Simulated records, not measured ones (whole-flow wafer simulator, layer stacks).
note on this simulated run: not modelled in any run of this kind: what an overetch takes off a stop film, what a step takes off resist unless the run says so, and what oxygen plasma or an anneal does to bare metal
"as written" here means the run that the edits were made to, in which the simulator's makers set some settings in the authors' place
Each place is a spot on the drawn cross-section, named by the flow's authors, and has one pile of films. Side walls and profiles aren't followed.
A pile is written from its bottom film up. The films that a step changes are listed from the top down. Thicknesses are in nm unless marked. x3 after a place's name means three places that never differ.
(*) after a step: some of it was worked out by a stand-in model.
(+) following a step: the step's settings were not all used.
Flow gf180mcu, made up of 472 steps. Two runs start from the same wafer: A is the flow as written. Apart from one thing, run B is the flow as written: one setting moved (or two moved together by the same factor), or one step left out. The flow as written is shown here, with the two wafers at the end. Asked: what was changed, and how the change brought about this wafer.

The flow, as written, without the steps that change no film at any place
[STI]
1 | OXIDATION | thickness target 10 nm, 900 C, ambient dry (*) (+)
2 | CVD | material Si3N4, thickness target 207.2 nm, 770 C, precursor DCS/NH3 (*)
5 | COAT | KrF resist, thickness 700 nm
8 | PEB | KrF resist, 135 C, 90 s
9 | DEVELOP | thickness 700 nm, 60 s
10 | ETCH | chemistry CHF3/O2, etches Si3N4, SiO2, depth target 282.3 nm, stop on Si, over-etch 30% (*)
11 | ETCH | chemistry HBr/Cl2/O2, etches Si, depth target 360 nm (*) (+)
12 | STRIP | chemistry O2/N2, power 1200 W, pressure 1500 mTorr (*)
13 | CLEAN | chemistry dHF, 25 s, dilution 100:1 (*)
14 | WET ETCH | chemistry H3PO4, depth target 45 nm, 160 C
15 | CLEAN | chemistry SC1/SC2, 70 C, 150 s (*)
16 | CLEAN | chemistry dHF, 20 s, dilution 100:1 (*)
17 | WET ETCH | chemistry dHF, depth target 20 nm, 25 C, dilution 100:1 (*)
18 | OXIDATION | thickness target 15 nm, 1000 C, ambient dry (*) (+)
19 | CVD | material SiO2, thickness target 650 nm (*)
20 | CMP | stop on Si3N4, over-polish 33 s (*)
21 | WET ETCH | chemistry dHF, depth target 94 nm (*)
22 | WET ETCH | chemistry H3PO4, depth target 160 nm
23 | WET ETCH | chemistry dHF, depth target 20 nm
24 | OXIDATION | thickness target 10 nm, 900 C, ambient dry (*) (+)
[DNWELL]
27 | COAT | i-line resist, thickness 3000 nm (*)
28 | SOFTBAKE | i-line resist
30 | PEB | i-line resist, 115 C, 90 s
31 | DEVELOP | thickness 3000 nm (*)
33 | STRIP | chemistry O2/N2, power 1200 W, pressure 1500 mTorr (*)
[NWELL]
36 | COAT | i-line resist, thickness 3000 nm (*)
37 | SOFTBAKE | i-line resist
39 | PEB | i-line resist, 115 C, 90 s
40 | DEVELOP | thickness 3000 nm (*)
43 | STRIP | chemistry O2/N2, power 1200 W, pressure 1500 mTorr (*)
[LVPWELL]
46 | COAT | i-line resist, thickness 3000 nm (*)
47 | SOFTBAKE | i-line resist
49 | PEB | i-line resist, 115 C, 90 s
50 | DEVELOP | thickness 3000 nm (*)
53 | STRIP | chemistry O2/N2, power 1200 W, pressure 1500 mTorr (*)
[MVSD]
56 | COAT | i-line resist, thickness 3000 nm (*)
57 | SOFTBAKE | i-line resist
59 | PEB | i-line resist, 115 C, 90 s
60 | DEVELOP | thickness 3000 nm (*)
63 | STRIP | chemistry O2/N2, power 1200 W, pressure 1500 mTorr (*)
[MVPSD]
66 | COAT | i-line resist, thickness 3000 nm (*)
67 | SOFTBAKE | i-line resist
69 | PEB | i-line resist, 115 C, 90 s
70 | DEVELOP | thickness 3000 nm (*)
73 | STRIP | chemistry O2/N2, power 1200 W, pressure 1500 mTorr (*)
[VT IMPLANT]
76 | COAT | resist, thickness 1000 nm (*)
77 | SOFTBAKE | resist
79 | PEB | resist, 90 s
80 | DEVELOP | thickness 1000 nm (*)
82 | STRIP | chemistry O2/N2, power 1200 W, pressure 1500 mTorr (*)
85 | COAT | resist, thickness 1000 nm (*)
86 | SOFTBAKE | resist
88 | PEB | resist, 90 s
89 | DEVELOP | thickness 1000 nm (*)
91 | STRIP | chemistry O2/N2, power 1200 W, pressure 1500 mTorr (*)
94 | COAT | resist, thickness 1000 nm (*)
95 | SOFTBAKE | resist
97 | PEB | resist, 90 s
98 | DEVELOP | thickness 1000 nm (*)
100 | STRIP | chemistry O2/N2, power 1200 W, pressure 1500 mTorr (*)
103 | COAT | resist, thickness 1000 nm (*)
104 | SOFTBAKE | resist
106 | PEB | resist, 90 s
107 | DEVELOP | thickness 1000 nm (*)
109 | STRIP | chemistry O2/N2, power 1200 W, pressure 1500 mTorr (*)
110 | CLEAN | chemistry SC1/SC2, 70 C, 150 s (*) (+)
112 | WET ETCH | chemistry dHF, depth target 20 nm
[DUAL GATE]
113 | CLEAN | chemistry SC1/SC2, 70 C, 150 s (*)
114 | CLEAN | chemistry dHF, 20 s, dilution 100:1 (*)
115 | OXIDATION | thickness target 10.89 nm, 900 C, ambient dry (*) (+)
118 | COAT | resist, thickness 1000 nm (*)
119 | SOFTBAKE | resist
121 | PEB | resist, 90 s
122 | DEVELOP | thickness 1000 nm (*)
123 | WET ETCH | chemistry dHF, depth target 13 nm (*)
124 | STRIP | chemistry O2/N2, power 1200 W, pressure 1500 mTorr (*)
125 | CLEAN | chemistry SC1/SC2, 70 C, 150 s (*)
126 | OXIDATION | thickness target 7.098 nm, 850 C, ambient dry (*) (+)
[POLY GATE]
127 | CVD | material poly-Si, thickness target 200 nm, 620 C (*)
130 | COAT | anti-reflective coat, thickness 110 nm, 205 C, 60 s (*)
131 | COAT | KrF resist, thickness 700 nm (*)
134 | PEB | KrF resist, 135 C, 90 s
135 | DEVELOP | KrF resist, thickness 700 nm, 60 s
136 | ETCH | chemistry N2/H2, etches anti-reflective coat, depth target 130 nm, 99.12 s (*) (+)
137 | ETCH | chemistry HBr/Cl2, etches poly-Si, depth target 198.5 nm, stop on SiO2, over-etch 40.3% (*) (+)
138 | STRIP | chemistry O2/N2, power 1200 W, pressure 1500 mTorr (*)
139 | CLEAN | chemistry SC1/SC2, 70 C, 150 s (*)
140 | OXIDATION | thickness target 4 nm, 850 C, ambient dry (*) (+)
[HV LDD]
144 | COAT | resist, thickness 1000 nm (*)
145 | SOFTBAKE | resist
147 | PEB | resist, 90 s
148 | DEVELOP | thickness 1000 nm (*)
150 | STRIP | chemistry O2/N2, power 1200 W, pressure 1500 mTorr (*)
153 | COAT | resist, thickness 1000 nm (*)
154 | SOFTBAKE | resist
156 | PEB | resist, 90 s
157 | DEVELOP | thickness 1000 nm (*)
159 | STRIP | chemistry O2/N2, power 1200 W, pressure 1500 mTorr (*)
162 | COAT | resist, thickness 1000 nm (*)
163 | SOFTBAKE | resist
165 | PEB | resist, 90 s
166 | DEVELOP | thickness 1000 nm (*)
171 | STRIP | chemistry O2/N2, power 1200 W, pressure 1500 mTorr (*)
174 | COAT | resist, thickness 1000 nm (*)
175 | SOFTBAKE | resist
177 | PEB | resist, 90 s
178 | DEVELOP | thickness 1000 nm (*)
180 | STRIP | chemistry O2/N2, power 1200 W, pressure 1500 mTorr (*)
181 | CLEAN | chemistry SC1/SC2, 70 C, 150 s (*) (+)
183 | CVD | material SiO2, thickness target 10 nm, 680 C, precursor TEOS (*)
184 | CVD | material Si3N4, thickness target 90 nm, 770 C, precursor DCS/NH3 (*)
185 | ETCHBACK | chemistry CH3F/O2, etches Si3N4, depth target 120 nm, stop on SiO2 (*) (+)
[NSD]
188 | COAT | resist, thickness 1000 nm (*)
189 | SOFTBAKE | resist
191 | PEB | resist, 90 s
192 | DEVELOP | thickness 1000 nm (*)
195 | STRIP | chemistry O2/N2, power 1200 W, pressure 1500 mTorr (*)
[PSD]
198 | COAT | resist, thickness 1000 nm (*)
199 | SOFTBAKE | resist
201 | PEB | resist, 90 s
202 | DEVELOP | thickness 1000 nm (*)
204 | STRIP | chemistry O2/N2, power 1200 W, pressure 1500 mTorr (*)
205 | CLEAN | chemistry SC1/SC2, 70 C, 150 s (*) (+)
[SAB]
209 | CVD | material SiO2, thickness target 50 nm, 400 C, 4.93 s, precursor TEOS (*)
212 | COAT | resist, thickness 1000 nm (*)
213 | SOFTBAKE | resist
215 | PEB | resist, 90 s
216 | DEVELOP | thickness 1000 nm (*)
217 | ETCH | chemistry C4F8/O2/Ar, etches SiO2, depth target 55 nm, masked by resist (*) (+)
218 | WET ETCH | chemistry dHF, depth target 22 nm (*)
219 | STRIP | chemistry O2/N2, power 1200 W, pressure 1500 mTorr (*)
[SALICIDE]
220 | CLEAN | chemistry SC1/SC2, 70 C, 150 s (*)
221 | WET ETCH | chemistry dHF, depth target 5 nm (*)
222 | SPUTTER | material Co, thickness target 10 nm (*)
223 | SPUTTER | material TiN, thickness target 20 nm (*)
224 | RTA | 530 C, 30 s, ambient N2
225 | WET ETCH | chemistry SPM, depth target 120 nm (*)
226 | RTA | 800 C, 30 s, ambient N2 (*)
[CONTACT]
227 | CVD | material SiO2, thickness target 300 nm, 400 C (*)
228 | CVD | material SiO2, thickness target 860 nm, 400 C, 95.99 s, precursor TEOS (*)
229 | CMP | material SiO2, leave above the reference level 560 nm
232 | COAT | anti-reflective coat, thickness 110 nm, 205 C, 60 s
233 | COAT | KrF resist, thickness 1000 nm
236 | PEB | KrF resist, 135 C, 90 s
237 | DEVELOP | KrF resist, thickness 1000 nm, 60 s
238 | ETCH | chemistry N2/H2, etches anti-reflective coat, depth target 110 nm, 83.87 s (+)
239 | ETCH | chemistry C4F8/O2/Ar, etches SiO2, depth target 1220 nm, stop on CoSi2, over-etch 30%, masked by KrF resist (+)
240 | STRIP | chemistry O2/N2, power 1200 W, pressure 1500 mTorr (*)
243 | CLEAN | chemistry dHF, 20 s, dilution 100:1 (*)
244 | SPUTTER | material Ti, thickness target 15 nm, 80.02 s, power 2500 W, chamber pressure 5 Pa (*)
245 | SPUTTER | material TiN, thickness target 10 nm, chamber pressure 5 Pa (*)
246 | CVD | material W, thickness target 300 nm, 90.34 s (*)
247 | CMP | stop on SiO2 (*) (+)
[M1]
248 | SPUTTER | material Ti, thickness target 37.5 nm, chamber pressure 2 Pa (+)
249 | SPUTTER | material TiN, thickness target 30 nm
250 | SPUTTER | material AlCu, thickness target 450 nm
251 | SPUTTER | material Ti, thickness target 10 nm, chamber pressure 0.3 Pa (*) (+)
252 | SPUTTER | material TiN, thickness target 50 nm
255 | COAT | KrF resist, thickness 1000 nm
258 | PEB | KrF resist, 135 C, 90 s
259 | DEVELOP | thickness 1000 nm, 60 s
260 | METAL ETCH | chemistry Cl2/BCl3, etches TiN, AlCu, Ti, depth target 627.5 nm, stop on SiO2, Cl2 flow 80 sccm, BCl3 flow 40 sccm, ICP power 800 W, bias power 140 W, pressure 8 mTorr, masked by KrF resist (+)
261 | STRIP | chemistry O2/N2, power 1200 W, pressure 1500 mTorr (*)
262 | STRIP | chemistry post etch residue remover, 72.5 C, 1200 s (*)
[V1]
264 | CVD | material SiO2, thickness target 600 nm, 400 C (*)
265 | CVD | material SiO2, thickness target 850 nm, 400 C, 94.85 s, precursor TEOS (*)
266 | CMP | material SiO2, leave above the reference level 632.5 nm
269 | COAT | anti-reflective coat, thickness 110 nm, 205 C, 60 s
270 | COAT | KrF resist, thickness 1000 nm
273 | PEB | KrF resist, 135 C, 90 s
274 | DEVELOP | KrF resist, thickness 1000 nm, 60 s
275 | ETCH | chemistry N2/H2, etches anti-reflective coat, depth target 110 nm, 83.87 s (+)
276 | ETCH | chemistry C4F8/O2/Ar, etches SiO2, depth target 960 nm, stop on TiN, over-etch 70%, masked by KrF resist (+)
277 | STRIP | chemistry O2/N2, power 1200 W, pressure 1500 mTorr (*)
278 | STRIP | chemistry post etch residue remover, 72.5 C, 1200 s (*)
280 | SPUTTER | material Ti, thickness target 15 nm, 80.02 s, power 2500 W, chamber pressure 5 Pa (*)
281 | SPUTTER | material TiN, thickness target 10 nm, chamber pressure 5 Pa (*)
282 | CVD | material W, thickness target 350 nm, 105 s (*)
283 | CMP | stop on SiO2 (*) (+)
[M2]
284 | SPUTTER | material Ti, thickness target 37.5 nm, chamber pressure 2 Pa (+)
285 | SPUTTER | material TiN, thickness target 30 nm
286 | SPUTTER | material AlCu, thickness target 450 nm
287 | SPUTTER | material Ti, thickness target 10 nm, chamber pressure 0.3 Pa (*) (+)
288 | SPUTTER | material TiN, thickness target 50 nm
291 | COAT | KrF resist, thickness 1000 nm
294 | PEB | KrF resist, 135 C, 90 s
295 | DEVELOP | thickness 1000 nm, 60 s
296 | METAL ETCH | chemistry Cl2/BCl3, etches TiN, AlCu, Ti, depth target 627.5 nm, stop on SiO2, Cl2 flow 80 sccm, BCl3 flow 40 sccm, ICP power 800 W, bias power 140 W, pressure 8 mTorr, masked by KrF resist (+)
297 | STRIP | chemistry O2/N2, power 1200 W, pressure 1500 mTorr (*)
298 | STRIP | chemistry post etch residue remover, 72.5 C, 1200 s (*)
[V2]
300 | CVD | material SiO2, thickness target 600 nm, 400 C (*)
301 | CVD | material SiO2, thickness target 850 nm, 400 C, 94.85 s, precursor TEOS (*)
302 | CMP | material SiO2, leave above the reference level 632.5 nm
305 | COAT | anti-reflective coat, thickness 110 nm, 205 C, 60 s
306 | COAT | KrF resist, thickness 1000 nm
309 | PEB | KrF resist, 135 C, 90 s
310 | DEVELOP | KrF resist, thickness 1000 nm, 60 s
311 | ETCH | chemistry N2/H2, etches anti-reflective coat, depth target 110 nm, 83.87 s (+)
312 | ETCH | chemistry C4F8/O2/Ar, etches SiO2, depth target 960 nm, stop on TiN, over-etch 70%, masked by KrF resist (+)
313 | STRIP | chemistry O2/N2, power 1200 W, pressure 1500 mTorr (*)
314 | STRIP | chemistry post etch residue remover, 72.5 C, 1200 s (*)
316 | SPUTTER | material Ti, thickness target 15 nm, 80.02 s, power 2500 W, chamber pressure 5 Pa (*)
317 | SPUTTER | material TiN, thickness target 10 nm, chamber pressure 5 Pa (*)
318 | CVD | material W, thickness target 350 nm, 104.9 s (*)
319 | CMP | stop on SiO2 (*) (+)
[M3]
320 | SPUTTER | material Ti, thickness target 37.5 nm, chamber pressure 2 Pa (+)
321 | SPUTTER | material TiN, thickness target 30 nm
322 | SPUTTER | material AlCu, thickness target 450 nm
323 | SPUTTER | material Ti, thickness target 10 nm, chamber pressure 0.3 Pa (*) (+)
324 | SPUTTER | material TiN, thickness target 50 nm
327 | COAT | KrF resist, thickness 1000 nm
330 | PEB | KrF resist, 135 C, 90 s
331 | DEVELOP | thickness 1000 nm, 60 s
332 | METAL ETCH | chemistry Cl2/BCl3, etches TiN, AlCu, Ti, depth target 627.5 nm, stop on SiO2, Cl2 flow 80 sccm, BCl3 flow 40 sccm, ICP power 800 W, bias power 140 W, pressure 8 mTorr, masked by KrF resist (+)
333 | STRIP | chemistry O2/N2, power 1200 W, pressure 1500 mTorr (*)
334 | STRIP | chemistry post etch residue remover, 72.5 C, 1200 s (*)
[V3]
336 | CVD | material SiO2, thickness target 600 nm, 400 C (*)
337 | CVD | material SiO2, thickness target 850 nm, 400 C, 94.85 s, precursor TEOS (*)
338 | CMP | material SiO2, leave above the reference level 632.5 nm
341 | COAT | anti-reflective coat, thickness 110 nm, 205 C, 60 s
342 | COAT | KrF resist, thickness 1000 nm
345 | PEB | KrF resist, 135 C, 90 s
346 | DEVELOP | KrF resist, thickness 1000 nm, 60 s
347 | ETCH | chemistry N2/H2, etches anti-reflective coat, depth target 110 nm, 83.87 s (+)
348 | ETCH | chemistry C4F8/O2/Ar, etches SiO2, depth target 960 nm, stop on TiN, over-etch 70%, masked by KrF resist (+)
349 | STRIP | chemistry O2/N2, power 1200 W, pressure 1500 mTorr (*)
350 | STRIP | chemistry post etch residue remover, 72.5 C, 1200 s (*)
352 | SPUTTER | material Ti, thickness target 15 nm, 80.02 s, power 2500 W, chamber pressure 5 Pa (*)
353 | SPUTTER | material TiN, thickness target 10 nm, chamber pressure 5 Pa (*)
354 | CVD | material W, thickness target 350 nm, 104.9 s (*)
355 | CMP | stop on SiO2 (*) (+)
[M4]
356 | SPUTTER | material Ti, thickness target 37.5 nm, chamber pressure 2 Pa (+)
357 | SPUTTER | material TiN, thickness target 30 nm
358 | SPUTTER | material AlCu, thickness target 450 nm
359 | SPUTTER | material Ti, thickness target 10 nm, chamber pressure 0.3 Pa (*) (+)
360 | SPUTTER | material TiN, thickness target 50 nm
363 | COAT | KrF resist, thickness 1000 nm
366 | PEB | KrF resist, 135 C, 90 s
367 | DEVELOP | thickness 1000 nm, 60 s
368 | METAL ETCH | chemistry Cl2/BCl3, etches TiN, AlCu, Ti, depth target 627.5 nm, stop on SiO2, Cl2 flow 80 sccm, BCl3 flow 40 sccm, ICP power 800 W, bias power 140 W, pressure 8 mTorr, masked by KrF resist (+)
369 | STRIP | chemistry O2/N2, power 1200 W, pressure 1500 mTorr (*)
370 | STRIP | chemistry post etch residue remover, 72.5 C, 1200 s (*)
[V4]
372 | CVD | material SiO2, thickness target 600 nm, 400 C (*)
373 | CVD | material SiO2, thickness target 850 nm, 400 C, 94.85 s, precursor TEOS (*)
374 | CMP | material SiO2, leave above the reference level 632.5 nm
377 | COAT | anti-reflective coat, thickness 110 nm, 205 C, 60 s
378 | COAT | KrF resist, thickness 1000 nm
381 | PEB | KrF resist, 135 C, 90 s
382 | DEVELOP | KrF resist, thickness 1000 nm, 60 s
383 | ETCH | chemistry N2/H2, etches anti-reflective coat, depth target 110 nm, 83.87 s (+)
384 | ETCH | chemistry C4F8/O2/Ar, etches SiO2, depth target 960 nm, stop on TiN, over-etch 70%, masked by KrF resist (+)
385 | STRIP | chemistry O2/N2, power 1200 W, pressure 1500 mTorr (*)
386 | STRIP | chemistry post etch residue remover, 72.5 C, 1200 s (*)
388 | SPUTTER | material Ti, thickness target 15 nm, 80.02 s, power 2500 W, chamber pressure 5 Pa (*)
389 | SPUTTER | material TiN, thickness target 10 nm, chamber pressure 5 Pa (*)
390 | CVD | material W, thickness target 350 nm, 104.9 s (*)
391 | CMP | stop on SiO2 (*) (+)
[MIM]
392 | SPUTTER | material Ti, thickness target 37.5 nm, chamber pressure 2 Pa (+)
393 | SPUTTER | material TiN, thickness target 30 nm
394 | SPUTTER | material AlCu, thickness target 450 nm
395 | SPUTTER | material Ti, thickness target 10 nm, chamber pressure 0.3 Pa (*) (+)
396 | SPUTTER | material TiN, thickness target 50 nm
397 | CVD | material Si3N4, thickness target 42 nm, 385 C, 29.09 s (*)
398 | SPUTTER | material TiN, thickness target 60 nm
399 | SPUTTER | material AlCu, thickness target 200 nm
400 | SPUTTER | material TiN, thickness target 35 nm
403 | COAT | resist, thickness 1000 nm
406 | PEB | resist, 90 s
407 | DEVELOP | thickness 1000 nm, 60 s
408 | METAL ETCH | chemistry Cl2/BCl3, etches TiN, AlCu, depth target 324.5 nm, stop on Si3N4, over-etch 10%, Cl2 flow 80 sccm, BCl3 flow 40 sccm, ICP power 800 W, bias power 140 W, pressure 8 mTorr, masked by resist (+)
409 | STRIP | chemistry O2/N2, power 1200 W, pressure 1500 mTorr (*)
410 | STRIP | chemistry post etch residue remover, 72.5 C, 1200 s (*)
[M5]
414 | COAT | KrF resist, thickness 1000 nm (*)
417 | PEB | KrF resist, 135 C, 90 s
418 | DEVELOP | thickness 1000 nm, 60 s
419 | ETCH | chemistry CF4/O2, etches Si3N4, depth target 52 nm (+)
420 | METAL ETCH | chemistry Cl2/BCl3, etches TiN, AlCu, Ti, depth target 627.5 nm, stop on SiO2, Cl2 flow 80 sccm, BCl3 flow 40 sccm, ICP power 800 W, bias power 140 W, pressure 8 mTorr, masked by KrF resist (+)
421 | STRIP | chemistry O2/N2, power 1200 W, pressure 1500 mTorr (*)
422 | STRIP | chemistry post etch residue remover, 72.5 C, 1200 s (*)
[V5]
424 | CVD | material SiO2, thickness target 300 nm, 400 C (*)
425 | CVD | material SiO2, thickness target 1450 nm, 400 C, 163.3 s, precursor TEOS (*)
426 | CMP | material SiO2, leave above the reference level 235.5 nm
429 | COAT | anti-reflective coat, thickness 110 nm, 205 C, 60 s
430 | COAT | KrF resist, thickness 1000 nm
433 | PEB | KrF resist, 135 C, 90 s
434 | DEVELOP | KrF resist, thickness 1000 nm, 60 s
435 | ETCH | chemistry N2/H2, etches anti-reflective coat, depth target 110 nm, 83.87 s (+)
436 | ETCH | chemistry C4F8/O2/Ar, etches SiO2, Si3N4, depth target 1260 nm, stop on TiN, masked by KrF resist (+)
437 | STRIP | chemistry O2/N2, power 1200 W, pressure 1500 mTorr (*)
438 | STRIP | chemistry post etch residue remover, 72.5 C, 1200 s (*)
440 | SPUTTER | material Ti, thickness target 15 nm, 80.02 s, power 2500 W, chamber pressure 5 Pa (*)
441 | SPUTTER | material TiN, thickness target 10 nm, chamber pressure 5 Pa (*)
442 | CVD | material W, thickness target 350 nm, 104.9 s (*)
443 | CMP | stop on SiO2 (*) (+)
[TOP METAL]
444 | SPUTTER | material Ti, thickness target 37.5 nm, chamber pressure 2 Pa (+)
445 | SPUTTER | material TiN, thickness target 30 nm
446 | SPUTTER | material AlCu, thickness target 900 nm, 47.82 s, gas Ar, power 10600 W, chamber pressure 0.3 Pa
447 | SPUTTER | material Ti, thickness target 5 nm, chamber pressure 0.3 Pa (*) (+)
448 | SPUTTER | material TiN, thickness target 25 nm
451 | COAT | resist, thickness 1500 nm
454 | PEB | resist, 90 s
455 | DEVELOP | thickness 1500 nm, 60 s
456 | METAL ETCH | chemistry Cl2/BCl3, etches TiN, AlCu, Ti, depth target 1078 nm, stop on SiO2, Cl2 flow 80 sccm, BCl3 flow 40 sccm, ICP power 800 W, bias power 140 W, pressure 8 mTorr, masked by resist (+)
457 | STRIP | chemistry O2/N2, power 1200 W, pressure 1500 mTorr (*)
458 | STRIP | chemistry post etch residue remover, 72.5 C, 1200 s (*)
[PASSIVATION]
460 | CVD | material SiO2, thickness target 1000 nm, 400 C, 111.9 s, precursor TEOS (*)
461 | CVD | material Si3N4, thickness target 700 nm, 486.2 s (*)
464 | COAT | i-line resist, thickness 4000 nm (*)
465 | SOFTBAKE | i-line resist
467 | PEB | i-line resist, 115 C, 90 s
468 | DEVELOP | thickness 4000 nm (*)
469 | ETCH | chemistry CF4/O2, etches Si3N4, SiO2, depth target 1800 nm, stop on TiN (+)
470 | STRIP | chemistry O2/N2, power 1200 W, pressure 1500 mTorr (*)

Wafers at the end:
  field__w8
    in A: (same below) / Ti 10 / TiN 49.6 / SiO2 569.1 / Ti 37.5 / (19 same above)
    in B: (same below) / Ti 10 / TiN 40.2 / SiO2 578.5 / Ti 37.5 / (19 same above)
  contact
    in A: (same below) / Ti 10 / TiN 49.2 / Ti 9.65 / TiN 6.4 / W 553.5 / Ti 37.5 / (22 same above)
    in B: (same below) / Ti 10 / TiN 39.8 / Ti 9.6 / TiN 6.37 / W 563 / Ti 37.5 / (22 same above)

What caused this: step 324, SPUTTER: thickness target 40.62 nm was run, though the flow has thickness target 50 nm.

How this came from the change, step by step:
  324 | SPUTTER | material TiN, thickness target 50 nm
      field, field__w1, field__w2 and 108 more: A +50 TiN (new film) | B +40.6 TiN (new film)
  332 | METAL ETCH | chemistry Cl2/BCl3, etches TiN, AlCu, Ti, depth target 627.5 nm, stop on SiO2, Cl2 flow 80 sccm, BCl3 flow 40 sccm, ICP power 800 W, bias power 140 W, pressure 8 mTorr, masked by KrF resist (+)
      field, field__w1, field__w2 and 103 more: A -50 TiN (all of it), -10 Ti (all of it), -450 AlCu (all of it), -30 TiN (all of it), -37.5 Ti (all of it) | B -40.6 TiN (all of it), -10 Ti (all of it), -450 AlCu (all of it), -30 TiN (all of it), -37.5 Ti (all of it)
